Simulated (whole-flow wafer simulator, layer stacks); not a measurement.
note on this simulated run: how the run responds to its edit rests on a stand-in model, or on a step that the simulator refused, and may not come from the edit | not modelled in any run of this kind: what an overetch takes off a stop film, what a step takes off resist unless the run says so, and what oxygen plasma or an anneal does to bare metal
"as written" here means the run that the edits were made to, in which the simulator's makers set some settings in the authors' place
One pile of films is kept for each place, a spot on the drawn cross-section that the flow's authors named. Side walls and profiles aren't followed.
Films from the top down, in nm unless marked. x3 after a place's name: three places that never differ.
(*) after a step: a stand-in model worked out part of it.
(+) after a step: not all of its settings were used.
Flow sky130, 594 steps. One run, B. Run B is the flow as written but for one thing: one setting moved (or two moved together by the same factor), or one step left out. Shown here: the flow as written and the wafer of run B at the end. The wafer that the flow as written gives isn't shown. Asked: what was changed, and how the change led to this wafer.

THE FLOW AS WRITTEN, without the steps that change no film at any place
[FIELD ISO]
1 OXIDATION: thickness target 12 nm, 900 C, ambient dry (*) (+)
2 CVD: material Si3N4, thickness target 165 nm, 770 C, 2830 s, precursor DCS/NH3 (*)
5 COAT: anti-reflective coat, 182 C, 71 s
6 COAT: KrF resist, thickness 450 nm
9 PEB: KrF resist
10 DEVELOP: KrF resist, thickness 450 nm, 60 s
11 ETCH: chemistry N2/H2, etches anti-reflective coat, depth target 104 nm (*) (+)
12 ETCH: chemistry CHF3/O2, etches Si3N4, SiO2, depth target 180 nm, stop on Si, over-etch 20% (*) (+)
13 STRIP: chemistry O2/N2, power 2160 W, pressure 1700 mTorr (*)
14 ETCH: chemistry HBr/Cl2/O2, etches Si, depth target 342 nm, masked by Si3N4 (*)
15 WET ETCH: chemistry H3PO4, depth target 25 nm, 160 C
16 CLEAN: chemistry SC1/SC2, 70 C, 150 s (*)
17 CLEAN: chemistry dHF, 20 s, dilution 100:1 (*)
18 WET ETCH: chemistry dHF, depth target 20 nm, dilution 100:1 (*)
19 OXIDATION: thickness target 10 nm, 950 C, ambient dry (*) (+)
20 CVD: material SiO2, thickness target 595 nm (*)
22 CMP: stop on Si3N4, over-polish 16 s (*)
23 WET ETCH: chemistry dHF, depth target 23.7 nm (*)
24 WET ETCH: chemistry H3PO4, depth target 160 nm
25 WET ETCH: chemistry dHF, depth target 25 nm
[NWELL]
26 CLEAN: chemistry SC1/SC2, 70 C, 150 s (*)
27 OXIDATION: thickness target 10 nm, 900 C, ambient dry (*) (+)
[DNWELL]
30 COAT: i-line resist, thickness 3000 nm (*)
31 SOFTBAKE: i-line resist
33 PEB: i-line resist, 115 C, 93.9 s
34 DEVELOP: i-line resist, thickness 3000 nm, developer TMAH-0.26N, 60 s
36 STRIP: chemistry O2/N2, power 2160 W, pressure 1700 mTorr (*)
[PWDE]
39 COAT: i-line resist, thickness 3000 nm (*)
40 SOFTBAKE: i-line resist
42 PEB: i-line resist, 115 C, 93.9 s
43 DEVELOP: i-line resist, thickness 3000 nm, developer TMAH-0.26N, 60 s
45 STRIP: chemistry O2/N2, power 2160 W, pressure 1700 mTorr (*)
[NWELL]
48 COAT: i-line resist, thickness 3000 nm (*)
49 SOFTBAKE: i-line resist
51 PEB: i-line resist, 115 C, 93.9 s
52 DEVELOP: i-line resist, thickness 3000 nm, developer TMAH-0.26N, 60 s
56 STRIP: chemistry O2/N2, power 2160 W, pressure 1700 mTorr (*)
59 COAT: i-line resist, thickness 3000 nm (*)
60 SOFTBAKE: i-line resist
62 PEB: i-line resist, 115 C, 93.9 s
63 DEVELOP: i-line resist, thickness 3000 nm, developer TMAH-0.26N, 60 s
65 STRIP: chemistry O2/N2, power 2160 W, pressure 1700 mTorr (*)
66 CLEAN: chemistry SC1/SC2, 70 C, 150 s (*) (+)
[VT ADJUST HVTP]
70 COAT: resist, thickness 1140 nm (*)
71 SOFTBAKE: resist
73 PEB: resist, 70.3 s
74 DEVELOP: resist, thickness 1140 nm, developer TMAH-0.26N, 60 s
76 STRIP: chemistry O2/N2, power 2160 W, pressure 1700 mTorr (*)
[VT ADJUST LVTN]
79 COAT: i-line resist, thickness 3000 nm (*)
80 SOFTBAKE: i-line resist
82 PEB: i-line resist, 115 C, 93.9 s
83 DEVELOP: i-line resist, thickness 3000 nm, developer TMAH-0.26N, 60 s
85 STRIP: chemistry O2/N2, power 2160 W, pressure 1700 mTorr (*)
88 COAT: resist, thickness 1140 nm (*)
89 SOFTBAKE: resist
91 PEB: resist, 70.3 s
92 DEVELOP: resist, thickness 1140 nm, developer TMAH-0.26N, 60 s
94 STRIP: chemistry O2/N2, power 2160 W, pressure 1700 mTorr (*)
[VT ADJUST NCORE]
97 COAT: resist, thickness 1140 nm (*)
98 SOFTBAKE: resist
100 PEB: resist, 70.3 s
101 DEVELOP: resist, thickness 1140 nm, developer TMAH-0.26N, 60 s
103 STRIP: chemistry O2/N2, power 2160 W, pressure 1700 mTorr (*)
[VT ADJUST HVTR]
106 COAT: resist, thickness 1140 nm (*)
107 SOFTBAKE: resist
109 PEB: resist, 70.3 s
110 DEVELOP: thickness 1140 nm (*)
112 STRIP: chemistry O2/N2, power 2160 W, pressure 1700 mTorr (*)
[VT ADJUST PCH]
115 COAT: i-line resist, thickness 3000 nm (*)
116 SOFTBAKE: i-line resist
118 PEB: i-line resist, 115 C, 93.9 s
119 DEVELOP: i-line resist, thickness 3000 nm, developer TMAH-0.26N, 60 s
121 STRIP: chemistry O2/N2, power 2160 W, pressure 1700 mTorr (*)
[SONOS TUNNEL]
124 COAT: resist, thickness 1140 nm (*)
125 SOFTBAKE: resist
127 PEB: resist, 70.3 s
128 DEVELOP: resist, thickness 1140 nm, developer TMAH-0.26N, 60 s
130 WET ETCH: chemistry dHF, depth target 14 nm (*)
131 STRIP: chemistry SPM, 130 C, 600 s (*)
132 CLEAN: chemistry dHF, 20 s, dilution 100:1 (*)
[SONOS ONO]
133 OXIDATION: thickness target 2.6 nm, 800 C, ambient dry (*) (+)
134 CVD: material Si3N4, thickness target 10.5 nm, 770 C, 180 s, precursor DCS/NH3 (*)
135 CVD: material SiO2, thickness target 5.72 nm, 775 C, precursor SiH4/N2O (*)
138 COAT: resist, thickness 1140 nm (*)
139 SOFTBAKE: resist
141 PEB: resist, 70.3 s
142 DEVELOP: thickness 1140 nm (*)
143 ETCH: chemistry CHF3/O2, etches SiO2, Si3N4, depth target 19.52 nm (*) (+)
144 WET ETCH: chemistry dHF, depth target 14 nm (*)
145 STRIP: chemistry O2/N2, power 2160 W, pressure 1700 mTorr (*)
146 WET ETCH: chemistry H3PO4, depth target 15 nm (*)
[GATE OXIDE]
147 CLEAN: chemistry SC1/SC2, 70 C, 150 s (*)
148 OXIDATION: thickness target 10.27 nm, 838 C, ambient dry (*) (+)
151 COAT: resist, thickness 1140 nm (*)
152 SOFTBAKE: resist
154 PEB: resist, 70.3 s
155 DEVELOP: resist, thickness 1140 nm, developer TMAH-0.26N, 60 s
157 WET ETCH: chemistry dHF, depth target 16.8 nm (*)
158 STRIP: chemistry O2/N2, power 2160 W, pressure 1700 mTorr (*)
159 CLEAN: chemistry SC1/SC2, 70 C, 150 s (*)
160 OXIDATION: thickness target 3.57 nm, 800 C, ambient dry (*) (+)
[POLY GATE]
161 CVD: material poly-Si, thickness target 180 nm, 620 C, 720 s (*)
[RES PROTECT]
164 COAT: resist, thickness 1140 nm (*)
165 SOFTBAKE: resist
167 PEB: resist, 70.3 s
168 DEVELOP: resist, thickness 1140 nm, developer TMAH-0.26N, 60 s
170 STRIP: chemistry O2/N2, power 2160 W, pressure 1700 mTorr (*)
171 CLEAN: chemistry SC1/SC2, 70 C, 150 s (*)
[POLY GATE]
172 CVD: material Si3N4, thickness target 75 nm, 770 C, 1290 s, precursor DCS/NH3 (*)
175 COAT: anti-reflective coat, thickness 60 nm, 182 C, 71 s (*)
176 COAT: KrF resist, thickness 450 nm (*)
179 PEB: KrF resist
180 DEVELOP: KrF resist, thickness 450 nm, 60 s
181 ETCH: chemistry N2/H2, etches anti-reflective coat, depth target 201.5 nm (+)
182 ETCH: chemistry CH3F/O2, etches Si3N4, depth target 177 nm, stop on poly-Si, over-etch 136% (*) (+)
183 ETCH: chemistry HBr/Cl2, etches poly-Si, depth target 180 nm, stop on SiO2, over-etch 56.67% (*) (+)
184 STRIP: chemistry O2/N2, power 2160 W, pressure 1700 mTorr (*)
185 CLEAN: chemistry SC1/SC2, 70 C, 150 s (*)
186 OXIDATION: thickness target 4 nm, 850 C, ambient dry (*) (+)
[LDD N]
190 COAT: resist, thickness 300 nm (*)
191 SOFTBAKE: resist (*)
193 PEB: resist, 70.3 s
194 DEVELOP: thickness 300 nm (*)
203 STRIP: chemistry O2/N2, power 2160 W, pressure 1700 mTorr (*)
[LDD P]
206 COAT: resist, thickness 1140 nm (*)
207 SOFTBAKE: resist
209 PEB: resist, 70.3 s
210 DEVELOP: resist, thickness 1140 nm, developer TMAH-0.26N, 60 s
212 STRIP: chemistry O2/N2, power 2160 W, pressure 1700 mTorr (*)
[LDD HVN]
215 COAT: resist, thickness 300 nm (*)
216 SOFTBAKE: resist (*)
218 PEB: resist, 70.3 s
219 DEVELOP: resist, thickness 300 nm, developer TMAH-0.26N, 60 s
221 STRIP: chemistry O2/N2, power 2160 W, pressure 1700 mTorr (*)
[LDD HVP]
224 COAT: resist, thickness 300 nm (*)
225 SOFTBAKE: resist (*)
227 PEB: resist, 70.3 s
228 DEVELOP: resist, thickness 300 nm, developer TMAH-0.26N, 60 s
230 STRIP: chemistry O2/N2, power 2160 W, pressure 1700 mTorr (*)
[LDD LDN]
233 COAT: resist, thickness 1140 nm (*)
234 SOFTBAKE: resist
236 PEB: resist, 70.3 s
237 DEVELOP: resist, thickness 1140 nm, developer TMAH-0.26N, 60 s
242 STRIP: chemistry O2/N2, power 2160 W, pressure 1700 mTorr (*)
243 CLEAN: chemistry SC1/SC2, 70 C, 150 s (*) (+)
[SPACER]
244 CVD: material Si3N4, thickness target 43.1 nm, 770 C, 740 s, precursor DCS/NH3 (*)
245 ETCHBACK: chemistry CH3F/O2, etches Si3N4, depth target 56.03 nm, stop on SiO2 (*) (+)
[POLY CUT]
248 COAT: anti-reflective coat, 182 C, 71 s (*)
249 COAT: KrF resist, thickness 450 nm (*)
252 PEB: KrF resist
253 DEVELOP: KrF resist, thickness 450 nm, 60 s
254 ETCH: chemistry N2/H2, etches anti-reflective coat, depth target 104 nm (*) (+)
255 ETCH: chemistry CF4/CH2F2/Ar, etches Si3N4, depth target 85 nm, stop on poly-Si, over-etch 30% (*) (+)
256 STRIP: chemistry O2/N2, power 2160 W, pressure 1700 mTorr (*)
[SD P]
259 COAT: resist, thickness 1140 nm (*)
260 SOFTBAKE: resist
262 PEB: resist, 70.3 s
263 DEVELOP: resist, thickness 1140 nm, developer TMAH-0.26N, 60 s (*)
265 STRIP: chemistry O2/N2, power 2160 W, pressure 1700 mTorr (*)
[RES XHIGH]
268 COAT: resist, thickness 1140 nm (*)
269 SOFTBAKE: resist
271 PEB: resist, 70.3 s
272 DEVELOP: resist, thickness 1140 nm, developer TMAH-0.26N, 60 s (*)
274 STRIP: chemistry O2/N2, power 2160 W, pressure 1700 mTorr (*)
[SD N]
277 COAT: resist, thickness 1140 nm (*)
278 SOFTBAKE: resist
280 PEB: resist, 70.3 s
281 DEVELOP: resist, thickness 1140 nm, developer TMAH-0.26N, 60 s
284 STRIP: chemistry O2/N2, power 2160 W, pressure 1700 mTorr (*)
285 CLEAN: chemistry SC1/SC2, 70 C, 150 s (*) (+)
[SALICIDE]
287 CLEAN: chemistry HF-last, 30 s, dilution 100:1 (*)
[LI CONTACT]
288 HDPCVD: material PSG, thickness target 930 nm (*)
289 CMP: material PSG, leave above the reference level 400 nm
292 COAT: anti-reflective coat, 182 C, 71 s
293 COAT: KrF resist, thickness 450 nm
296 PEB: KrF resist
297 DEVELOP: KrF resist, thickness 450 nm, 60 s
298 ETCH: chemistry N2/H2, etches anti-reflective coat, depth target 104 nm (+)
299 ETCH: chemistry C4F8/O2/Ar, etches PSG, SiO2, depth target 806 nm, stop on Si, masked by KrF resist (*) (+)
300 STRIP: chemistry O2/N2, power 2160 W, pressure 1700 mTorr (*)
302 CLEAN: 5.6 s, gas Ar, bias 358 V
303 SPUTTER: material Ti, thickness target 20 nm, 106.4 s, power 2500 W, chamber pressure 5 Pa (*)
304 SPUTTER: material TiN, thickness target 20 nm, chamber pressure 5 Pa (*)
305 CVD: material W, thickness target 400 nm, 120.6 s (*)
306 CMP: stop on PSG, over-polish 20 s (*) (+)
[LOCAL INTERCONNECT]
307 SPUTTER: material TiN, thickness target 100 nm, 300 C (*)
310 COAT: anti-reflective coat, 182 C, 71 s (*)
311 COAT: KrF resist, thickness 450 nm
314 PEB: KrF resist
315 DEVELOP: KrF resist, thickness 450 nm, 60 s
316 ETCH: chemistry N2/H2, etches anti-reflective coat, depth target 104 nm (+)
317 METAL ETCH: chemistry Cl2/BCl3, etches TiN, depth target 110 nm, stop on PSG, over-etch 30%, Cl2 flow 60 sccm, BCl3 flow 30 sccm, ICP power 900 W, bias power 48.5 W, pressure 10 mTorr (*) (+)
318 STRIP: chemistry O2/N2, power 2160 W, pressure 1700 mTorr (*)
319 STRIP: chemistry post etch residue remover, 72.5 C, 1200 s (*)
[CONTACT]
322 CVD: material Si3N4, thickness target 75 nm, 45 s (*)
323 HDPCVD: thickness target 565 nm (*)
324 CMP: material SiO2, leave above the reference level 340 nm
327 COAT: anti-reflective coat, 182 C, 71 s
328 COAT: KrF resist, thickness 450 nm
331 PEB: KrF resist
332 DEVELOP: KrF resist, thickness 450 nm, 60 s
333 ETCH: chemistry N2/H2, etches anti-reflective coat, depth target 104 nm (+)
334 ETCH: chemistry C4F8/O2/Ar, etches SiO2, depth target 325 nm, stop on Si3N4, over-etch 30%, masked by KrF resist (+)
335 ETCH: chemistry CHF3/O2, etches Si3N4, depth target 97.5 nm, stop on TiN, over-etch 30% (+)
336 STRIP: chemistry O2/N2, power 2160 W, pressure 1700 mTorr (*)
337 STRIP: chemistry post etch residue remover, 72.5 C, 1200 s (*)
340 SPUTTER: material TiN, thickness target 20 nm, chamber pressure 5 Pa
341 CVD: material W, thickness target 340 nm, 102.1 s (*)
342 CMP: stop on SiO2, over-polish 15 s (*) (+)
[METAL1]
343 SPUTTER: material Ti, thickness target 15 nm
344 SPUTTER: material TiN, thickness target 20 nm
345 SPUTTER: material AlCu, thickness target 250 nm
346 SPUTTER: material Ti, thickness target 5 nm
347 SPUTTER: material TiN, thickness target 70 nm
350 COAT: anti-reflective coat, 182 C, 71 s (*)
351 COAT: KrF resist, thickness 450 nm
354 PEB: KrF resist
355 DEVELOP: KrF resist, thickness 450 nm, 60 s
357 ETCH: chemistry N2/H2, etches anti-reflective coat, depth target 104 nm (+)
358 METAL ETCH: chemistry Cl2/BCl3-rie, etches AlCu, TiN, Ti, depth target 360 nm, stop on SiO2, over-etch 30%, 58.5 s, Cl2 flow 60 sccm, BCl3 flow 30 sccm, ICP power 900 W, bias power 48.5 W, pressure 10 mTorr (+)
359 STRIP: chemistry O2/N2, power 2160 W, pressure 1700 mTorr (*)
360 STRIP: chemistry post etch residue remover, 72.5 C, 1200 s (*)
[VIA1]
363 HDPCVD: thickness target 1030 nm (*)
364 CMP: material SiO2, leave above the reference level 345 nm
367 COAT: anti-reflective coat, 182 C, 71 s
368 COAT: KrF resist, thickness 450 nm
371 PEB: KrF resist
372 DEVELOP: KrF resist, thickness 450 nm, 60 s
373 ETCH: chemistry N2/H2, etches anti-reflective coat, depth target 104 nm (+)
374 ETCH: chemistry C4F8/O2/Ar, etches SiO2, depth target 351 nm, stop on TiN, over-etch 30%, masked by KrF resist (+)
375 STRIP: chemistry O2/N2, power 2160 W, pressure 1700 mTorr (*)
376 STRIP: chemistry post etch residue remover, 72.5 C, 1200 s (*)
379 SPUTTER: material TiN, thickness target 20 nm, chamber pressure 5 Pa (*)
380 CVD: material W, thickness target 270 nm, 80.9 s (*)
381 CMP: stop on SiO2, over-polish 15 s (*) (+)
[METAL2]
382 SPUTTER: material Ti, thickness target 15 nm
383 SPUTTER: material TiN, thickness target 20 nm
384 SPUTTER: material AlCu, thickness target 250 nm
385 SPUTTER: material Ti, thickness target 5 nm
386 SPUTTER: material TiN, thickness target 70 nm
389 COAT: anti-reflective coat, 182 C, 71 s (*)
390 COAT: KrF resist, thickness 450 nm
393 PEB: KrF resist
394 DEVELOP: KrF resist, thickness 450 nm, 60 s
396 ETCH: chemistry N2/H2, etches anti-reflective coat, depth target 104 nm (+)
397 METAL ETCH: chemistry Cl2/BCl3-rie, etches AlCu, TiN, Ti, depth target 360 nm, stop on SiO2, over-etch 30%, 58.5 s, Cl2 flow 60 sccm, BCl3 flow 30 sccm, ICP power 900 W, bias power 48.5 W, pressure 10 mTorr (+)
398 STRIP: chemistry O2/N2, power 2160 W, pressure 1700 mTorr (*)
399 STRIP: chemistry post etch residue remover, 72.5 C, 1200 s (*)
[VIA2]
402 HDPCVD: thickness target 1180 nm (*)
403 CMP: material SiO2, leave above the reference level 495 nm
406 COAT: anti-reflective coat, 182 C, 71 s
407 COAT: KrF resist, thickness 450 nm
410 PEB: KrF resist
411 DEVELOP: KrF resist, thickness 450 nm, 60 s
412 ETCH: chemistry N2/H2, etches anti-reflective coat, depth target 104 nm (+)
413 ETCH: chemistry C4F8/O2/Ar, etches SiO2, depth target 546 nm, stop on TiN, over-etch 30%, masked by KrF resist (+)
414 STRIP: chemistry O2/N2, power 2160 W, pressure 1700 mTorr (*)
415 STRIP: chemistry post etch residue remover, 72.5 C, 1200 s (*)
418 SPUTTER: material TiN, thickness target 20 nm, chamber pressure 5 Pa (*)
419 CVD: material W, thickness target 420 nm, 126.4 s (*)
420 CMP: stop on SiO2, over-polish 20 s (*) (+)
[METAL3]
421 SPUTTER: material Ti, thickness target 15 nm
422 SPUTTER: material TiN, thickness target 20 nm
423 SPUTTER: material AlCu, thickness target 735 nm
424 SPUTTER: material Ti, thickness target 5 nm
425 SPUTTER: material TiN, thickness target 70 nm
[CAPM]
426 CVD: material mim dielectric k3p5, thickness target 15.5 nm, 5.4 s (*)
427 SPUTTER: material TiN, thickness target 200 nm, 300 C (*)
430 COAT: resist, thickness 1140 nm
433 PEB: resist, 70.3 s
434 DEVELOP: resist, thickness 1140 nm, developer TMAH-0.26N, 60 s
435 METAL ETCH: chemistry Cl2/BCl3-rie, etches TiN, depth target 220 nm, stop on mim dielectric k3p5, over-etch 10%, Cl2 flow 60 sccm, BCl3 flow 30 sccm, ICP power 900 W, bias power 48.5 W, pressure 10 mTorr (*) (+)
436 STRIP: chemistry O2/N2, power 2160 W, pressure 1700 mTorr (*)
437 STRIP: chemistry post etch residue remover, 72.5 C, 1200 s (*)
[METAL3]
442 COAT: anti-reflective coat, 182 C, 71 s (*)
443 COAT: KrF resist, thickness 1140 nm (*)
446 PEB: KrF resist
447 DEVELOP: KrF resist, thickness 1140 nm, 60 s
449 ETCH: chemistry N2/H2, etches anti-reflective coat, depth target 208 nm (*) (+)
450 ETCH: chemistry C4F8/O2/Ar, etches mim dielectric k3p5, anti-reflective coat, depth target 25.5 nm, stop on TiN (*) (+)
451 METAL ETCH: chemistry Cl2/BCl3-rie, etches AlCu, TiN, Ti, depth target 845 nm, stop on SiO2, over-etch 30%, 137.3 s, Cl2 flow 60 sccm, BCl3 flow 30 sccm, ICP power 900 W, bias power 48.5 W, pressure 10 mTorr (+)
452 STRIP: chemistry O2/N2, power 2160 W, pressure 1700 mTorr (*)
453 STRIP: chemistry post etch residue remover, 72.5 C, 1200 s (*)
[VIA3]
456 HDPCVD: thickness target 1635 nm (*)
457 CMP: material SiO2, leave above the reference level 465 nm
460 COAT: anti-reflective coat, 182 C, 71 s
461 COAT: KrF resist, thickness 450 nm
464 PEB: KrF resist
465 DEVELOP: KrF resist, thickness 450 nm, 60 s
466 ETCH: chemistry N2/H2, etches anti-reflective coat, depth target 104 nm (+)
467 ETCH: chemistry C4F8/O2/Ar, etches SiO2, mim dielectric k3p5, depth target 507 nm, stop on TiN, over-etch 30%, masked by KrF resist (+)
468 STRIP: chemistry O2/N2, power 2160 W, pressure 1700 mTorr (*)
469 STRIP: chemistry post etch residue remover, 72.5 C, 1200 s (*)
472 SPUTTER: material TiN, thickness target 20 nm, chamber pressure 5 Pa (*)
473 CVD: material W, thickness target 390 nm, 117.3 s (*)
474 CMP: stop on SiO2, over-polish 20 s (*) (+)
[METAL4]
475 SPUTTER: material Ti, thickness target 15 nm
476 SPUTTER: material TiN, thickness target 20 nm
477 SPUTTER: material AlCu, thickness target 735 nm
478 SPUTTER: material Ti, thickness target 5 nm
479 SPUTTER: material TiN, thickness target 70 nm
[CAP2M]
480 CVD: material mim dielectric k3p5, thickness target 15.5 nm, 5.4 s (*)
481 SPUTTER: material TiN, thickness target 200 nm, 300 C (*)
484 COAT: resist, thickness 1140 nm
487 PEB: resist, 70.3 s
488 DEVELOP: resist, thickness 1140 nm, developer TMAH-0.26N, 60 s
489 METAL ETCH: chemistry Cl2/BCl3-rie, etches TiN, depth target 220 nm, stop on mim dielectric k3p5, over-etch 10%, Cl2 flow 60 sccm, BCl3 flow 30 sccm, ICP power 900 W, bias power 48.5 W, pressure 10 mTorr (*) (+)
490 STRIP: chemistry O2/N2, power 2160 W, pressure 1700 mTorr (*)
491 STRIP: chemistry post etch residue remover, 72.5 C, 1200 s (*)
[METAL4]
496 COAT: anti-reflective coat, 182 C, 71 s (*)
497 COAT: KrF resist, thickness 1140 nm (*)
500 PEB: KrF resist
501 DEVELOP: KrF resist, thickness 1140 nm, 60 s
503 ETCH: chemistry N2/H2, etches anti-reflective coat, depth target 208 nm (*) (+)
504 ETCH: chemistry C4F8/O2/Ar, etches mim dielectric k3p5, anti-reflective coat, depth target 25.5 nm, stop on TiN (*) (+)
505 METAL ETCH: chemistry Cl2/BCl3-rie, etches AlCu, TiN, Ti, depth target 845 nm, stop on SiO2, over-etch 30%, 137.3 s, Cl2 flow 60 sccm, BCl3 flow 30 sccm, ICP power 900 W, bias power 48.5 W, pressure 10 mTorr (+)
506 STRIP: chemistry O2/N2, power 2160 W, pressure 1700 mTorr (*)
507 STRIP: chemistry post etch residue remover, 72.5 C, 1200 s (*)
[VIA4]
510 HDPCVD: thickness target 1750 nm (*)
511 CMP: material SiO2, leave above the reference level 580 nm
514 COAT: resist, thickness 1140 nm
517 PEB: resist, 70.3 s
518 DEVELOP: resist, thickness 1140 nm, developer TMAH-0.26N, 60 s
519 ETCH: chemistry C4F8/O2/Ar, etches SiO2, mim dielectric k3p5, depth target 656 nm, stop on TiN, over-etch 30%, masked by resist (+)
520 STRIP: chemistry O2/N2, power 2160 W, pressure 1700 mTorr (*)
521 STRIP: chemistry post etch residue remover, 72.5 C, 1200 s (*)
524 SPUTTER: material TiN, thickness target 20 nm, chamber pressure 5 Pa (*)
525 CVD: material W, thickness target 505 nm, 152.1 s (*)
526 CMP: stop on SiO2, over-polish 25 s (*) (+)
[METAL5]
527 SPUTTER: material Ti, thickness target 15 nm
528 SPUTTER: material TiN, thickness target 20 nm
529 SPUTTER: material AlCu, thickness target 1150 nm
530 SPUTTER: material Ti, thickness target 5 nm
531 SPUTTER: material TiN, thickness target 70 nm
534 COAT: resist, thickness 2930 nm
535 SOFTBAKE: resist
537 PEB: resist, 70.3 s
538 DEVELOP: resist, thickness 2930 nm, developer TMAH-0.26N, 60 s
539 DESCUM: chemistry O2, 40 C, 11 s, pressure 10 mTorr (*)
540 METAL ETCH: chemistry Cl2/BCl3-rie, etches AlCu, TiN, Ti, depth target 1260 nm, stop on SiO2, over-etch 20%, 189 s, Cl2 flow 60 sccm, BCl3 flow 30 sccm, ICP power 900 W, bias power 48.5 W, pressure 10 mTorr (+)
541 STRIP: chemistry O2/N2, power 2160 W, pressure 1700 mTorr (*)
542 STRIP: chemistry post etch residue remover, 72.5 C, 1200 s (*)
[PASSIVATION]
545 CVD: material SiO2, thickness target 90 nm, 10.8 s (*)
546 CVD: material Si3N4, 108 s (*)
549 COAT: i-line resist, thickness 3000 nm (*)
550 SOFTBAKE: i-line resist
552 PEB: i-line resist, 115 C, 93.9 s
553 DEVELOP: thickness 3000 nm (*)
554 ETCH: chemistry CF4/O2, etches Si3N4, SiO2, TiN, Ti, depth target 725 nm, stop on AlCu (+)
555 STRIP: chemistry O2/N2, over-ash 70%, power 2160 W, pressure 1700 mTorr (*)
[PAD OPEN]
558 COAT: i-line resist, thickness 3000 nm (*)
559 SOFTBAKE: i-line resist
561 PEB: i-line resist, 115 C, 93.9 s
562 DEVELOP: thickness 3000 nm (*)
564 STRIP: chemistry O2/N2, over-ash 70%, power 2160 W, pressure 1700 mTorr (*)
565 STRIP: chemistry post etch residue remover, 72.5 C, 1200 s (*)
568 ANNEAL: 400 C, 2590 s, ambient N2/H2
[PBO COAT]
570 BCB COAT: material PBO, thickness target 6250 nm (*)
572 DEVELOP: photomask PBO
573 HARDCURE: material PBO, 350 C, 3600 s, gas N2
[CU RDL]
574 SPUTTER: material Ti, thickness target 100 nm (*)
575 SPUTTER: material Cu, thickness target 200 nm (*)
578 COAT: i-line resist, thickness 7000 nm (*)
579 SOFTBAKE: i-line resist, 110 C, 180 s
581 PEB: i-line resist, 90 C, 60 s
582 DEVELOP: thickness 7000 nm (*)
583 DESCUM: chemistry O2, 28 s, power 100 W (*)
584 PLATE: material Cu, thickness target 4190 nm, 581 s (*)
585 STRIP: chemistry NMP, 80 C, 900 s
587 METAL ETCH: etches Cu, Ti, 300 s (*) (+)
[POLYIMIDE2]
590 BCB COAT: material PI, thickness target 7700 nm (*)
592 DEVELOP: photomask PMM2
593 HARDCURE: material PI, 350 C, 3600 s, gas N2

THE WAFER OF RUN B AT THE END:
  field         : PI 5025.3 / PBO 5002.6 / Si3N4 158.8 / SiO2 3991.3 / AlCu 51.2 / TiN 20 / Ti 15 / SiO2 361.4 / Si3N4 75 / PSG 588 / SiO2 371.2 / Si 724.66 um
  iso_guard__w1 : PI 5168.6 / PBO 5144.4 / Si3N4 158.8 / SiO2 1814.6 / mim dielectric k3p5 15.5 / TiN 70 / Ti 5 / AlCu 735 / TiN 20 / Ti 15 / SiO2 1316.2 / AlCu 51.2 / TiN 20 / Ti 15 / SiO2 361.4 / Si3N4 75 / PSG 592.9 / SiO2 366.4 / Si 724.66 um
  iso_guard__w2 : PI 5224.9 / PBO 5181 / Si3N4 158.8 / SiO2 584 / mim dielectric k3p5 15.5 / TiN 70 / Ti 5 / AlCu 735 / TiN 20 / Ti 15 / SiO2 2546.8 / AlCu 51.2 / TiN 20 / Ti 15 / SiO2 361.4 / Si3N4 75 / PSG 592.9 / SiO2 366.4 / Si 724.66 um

The cause: step 358, METAL ETCH: depth target 205.2 nm was run, where the flow has depth target 360 nm; step 358, METAL ETCH: 33.3 s was run, where the flow has 58.5 s.

How the change led to this, step by step:
  358 METAL ETCH: chemistry Cl2/BCl3-rie, etches AlCu, TiN, Ti, depth target 360 nm, stop on SiO2, over-etch 30%, 58.5 s, Cl2 flow 60 sccm, BCl3 flow 30 sccm, ICP power 900 W, bias power 48.5 W, pressure 10 mTorr (+)
      field, active, gate and 81 more: TiN -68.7 (all of it), Ti -5 (all of it), AlCu -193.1 (as written it would be: TiN -68.7 (all of it), Ti -5 (all of it), AlCu -250 (all of it), TiN -20 (all of it), Ti -15 (all of it), SiO2 -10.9)
      n_well, p_well, gate_hv and 104 more: KrF resist -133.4 (as written it would be: KrF resist -234)
  359 STRIP: chemistry O2/N2, power 2160 W, pressure 1700 mTorr (*)
      n_well, p_well, gate_hv and 95 more: KrF resist -244.4 (all of it), anti-reflective coat -80 (all of it) (as written it would be: KrF resist -143.8 (all of it), anti-reflective coat -80 (all of it))
      drift_dnw, nw_fld, nw_fld__w1, ndiff_licon_rim, pnp_par_nw: KrF resist -244.5 (all of it), anti-reflective coat -80 (all of it) (as written it would be: KrF resist -143.8 (all of it), anti-reflective coat -80 (all of it))
      (and at 4 more places)
  360 STRIP: chemistry post etch residue remover, 72.5 C, 1200 s (*)
      field, active, gate and 81 more: AlCu -5.72 (as written it would be: nothing)
  363 HDPCVD: thickness target 1030 nm (*)
      field, active, gate and 81 more: SiO2 +1030 (new film) (as written it would be: SiO2 +1030)
  364 CMP: material SiO2, leave above the reference level 345 nm
      field, active, gate and 81 more: SiO2 -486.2 (as written it would be: SiO2 -389.1)
Counting metal films that touch as one body, field has 1 body; the flow as written gives 0 bodies.
Counting metal films that touch as one body, iso_guard__w1 has 2 bodies (between them, from the top down: SiO2 1316.2); the flow as written gives 1 body.
Counting metal films that touch as one body, iso_guard__w2 has 2 bodies (between them, from the top down: SiO2 2546.8); the flow as written gives 1 body.
